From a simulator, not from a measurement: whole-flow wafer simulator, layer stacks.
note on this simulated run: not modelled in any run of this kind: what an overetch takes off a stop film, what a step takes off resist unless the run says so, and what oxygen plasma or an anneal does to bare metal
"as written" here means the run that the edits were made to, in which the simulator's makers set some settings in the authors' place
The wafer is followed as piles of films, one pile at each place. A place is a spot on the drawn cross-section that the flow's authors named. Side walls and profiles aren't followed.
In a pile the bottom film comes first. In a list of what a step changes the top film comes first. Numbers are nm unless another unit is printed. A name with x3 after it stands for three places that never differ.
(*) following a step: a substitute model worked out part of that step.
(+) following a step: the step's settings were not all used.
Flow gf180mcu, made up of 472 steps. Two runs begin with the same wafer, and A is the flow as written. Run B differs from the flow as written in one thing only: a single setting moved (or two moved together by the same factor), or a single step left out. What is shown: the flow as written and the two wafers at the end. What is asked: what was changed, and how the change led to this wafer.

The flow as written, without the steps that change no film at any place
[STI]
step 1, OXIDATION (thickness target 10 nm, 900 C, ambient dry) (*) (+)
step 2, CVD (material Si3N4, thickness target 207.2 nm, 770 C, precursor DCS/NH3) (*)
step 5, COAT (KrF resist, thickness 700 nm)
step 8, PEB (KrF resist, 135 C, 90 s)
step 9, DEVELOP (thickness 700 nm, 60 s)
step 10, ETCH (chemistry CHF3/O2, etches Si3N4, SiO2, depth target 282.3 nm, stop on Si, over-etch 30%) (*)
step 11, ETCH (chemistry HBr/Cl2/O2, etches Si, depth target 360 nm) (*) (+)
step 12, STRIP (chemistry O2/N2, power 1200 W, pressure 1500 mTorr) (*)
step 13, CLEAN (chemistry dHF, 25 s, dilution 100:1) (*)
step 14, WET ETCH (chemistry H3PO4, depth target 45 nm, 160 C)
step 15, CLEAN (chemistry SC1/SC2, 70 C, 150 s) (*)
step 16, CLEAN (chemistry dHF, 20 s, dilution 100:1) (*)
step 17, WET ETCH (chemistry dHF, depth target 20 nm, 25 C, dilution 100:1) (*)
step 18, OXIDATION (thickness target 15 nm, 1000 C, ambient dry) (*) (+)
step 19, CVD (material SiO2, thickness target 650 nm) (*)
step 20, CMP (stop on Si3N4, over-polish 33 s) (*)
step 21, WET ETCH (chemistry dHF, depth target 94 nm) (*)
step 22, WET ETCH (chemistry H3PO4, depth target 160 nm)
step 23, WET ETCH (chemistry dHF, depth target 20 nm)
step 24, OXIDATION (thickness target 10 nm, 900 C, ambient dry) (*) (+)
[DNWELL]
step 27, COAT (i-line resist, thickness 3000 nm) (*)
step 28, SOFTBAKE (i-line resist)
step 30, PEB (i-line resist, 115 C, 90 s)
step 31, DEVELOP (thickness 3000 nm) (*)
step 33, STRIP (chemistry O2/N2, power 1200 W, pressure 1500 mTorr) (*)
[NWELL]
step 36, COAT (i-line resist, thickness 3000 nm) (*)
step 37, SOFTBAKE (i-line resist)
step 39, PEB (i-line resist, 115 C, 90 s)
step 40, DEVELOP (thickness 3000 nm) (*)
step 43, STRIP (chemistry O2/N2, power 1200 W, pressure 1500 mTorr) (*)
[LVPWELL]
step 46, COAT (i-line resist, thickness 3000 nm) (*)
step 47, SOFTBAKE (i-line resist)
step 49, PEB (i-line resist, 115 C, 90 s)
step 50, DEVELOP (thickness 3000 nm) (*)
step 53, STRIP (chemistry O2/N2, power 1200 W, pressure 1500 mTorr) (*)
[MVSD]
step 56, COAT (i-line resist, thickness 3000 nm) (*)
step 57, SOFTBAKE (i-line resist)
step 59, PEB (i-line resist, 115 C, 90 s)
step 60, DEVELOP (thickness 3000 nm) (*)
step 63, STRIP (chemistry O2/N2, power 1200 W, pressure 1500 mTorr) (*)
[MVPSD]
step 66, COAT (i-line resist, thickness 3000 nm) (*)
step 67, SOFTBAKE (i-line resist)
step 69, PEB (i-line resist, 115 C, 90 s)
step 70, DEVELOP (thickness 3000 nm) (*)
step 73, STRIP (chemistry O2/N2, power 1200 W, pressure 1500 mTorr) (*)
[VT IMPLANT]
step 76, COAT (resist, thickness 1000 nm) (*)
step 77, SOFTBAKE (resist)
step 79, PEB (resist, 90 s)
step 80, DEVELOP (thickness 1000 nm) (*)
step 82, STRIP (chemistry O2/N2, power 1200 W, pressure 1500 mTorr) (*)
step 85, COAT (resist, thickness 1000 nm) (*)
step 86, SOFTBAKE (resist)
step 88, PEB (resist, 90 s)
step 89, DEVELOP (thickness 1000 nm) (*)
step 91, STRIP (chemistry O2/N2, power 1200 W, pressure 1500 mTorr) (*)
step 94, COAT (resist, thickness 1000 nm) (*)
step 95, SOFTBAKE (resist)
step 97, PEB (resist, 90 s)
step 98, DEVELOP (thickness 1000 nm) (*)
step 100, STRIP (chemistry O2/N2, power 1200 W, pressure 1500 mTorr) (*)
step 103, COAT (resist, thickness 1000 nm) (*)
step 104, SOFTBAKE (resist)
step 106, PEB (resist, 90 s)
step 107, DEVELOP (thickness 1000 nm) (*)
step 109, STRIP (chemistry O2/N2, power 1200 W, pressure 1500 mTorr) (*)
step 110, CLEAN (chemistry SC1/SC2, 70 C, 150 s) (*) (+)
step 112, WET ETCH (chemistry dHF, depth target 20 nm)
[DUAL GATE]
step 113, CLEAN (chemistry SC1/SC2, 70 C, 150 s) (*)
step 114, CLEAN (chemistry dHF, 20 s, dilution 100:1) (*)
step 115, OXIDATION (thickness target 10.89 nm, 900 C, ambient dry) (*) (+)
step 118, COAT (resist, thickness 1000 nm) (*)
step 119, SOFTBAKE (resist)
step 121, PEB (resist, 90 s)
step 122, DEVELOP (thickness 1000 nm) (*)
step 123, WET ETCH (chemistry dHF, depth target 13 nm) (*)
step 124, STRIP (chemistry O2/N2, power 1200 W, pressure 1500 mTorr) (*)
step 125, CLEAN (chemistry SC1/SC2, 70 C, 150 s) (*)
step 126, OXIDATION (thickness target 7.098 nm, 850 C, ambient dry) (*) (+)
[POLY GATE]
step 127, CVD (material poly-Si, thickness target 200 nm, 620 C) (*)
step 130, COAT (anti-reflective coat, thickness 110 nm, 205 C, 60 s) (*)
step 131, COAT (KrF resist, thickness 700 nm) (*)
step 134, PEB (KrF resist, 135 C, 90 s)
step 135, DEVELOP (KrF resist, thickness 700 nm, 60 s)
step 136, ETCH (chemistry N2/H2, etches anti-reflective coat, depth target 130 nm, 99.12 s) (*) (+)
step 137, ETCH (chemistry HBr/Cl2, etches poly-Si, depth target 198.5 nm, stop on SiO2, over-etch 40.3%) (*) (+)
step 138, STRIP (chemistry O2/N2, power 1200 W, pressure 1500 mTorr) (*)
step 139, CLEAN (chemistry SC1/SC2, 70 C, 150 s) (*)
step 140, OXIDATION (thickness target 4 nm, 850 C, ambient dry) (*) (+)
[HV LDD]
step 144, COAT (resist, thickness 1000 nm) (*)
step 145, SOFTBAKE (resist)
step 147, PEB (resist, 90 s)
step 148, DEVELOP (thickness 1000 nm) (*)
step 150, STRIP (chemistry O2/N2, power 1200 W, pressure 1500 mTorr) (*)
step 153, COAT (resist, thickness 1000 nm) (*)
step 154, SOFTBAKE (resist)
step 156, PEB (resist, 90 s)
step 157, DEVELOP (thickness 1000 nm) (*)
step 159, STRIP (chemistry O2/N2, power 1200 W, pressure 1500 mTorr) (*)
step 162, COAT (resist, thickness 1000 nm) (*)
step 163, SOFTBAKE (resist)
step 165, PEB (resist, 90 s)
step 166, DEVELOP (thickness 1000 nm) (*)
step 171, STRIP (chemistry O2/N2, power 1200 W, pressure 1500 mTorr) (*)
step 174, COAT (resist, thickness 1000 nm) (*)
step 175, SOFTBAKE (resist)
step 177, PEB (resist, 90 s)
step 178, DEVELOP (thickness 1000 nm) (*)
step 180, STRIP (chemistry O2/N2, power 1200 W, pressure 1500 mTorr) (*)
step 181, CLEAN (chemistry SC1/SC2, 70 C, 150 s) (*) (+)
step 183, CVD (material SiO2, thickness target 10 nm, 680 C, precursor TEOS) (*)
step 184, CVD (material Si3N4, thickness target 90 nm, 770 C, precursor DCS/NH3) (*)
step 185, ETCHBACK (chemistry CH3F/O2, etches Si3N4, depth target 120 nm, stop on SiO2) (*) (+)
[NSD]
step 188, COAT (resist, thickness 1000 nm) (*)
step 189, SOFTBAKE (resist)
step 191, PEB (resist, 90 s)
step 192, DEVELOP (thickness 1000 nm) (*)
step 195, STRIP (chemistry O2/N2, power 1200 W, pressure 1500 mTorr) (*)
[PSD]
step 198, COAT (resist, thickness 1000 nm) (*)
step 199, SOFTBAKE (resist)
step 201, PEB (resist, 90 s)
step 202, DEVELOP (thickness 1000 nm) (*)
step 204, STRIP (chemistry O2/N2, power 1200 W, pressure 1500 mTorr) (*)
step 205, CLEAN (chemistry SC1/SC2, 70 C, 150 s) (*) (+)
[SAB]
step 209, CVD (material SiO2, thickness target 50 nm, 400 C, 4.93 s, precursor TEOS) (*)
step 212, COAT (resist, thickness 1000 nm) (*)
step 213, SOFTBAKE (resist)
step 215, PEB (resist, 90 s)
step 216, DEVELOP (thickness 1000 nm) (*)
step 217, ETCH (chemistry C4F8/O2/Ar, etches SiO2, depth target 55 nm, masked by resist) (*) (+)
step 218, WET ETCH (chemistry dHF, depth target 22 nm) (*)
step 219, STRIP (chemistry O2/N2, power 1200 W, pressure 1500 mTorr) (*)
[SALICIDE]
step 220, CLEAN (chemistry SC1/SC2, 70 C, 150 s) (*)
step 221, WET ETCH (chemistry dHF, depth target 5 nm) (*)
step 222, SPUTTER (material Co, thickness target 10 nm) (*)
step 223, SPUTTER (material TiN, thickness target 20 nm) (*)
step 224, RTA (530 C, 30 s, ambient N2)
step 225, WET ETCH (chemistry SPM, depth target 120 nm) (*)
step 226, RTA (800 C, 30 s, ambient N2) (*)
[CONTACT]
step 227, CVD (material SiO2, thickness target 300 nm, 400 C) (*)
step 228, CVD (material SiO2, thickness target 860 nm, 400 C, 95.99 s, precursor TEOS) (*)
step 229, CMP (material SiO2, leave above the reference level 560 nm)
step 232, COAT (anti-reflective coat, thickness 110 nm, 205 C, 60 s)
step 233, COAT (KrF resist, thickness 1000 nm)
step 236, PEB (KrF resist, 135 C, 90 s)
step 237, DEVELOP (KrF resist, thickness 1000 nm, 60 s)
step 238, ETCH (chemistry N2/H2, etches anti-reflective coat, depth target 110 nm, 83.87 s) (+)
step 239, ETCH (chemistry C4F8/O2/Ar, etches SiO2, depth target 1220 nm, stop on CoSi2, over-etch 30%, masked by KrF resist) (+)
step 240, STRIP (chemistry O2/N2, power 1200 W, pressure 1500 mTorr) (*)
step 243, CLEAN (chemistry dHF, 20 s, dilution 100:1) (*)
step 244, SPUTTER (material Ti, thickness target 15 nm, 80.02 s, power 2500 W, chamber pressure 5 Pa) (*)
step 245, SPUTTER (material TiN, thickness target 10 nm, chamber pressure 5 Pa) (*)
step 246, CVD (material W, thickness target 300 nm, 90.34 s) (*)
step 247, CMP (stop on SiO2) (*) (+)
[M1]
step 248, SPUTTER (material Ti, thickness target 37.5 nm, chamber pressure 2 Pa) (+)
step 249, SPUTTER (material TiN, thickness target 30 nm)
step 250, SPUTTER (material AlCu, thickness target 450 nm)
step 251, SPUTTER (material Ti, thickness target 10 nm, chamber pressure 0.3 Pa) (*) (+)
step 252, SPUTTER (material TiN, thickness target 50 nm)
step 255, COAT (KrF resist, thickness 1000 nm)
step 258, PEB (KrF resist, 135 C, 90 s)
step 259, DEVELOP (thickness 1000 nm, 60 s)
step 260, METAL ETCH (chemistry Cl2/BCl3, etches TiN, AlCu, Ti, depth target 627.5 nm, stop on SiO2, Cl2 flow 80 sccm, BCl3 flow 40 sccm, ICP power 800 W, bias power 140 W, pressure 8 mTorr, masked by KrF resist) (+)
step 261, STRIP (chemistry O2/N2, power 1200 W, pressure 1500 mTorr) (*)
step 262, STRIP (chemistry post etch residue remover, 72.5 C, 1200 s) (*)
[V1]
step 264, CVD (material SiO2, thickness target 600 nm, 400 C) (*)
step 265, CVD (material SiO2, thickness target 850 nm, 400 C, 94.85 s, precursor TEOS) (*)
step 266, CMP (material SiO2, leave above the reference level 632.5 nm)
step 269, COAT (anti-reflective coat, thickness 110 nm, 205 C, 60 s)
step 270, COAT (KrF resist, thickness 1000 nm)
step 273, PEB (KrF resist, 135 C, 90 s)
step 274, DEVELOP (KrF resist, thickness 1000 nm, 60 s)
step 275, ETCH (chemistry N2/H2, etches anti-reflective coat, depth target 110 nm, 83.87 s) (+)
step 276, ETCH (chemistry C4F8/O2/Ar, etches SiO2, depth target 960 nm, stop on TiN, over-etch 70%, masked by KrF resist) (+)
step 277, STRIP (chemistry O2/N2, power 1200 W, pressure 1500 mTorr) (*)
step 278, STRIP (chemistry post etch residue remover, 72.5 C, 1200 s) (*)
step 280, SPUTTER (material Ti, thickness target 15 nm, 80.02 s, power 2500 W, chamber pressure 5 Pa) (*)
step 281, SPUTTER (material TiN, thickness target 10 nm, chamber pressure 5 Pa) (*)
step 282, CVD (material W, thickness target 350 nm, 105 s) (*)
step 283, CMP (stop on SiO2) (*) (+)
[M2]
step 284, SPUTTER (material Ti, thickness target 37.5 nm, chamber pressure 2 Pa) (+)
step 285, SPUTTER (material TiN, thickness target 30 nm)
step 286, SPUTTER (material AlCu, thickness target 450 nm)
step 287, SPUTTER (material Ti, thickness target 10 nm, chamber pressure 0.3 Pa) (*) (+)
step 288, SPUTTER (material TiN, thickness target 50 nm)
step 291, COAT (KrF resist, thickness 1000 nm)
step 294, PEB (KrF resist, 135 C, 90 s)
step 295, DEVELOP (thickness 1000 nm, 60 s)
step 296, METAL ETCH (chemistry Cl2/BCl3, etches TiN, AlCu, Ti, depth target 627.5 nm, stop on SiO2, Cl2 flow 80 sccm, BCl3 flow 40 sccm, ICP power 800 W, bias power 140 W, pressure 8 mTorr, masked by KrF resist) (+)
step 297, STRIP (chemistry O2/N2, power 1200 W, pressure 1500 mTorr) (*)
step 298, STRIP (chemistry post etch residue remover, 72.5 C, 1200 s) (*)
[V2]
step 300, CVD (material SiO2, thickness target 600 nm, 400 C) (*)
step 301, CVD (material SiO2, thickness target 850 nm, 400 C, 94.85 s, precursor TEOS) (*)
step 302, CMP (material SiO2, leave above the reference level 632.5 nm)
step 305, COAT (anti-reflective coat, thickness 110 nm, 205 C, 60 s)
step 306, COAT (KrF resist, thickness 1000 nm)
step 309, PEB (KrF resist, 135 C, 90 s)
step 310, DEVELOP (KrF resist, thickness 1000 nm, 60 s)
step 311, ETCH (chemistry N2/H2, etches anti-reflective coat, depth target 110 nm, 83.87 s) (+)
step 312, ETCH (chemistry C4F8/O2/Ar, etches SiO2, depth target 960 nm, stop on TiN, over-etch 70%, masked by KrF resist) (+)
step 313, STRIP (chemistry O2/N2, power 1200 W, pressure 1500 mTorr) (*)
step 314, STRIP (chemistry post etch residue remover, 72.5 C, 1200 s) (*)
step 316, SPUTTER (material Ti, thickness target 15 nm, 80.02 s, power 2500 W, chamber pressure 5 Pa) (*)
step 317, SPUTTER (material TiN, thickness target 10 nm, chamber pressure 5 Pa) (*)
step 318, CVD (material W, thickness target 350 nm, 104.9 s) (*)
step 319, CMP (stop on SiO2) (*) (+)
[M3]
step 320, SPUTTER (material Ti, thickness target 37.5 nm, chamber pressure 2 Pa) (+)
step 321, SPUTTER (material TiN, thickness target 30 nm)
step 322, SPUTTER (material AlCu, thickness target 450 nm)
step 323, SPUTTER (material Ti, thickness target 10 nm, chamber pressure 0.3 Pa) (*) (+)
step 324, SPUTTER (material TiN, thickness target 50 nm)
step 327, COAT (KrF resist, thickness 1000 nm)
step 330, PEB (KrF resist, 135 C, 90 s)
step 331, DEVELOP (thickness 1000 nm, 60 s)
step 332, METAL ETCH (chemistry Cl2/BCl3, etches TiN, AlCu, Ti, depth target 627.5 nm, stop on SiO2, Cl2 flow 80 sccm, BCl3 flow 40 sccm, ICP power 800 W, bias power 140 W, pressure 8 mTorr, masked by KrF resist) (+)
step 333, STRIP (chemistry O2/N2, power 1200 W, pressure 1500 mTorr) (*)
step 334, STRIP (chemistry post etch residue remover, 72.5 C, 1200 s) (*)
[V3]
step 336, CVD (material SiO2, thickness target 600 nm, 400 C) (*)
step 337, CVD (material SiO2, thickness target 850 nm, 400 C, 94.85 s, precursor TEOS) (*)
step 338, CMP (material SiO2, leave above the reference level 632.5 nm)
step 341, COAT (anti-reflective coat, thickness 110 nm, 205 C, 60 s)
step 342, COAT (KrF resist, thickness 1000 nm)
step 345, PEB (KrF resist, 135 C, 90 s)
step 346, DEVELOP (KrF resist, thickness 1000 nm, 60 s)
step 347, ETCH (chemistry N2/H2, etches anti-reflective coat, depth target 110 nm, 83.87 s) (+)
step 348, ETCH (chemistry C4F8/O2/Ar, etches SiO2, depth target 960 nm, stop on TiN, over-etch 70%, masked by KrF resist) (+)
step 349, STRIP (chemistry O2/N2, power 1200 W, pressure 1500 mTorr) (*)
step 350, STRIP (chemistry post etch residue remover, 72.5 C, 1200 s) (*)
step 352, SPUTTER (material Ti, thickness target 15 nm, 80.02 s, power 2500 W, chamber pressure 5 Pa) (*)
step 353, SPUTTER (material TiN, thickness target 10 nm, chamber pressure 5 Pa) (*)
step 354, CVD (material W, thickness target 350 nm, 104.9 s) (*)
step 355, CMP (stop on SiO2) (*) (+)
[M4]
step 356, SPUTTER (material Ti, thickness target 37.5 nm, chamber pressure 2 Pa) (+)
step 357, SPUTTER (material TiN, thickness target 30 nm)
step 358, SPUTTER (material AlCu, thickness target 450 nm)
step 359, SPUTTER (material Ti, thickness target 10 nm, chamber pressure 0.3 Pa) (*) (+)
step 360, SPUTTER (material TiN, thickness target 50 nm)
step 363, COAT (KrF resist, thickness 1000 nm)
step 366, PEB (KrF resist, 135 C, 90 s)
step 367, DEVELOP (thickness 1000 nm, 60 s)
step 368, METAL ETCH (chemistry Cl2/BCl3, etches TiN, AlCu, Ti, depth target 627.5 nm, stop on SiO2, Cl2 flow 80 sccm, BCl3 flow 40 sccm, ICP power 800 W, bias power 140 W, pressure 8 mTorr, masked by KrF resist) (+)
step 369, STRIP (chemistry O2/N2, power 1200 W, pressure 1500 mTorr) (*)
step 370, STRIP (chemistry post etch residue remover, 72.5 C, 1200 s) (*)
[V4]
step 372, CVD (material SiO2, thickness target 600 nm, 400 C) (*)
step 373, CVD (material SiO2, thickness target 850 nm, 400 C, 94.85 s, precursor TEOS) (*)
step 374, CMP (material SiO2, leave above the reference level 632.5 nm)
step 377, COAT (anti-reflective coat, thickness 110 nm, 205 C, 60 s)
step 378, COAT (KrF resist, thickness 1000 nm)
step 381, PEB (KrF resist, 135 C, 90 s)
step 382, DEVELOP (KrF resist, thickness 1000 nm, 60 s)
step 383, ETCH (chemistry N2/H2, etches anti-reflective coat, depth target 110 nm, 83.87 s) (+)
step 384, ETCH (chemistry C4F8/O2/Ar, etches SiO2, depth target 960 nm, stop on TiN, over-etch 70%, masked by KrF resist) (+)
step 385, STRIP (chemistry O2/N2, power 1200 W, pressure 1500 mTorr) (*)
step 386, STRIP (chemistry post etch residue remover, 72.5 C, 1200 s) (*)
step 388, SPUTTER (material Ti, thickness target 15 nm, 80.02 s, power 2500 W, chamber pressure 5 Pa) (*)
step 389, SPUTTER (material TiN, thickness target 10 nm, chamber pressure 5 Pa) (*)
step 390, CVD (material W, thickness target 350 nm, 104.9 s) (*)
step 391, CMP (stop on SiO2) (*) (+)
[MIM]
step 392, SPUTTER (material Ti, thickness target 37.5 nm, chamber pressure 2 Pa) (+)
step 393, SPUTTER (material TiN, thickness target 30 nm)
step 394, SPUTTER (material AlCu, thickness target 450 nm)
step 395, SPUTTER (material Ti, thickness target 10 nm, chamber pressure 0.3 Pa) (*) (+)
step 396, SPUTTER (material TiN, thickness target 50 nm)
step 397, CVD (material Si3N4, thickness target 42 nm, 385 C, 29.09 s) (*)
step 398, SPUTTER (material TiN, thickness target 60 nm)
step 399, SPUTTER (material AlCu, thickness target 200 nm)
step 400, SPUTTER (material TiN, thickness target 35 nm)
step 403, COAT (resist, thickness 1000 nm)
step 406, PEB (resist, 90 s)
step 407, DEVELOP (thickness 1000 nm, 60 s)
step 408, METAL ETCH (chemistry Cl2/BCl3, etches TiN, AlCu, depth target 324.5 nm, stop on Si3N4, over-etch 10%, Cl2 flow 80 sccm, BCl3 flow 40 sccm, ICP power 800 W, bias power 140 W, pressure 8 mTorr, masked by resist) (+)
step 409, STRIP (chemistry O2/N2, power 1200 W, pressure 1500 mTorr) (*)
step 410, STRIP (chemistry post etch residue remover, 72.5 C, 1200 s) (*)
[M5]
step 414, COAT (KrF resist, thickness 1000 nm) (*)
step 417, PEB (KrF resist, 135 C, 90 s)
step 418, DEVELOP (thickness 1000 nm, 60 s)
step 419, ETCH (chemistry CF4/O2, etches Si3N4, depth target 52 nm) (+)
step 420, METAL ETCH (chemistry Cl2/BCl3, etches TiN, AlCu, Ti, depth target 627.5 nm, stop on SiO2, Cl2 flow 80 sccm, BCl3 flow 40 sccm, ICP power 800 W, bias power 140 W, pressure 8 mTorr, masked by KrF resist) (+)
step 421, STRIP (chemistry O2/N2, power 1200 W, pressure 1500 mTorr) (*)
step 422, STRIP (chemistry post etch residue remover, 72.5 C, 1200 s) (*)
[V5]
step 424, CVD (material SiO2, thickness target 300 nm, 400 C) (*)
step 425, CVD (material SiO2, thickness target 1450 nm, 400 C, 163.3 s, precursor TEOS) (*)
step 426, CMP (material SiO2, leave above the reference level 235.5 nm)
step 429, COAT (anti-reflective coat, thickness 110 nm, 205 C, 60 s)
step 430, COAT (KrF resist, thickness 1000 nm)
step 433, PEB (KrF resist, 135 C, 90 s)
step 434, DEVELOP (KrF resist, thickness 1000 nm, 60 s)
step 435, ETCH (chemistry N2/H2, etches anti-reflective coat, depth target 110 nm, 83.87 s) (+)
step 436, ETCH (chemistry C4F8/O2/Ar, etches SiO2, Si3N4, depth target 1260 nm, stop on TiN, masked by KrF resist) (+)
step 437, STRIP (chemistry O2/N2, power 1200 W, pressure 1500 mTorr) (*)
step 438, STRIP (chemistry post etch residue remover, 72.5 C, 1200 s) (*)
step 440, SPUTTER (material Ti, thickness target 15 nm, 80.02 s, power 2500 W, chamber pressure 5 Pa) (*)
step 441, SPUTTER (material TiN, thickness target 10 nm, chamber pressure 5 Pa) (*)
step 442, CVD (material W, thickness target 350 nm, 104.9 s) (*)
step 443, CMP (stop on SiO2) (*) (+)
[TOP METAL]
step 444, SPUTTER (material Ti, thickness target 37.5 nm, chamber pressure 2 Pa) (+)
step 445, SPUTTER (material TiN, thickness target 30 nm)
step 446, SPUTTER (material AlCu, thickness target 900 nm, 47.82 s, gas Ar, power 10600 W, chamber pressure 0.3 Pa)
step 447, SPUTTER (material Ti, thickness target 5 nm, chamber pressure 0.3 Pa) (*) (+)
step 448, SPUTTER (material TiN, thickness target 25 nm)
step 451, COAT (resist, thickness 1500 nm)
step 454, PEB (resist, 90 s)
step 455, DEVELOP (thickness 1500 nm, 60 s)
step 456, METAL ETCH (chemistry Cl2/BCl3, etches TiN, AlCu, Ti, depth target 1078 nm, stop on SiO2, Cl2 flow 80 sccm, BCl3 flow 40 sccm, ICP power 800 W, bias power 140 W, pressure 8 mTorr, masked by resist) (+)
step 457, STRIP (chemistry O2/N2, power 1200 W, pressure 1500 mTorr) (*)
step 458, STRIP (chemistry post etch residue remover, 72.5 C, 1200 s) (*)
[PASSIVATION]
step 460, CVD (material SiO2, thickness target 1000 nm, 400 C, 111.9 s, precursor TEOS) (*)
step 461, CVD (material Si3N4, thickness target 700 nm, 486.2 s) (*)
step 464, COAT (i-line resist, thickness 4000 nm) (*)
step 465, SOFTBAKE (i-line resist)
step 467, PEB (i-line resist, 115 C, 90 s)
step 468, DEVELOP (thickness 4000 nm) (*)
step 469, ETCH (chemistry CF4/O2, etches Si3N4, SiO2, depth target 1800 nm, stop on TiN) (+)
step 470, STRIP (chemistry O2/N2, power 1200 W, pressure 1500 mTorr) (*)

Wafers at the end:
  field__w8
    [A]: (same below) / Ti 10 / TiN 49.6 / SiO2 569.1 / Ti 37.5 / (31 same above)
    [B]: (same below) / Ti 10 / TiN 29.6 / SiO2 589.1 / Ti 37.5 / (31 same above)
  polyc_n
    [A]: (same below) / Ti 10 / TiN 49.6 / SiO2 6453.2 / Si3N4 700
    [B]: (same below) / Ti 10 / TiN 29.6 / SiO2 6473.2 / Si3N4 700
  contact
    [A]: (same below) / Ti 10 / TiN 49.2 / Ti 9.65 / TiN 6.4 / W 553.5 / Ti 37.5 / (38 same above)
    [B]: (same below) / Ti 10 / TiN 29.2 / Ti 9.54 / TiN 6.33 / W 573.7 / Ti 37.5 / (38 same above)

What caused this: step 252, SPUTTER: thickness target 30 nm was run, while the flow as written has thickness target 50 nm.

The path from the change to this, step by step:
  step 252, SPUTTER (material TiN, thickness target 50 nm)
      field, field__w1, field__w2 and 108 more: A +50 TiN (new film) | B +30 TiN (new film)
  step 260, METAL ETCH (chemistry Cl2/BCl3, etches TiN, AlCu, Ti, depth target 627.5 nm, stop on SiO2, Cl2 flow 80 sccm, BCl3 flow 40 sccm, ICP power 800 W, bias power 140 W, pressure 8 mTorr, masked by KrF resist) (+)
      field, field__w1, field__w2 and 99 more: A -50 TiN (all of it), -10 Ti (all of it), -450 AlCu (all of it), -30 TiN (all of it), -37.5 Ti (all of it) | B -30 TiN (all of it), -10 Ti (all of it), -450 AlCu (all of it), -30 TiN (all of it), -37.5 Ti (all of it)
  step 266, CMP (material SiO2, leave above the reference level 632.5 nm)
      field__w8, contact, m1 and 6 more: A -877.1 SiO2 | B -857.1 SiO2
  step 276, ETCH (chemistry C4F8/O2/Ar, etches SiO2, depth target 960 nm, stop on TiN, over-etch 70%, masked by KrF resist) (+)
      contact: A -572.1 SiO2 (all of it) | B -592.1 SiO2 (all of it)
  step 282, CVD (material W, thickness target 350 nm, 105 s) (*)
      contact: A +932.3 W (new film) | B +952.5 W (new film)
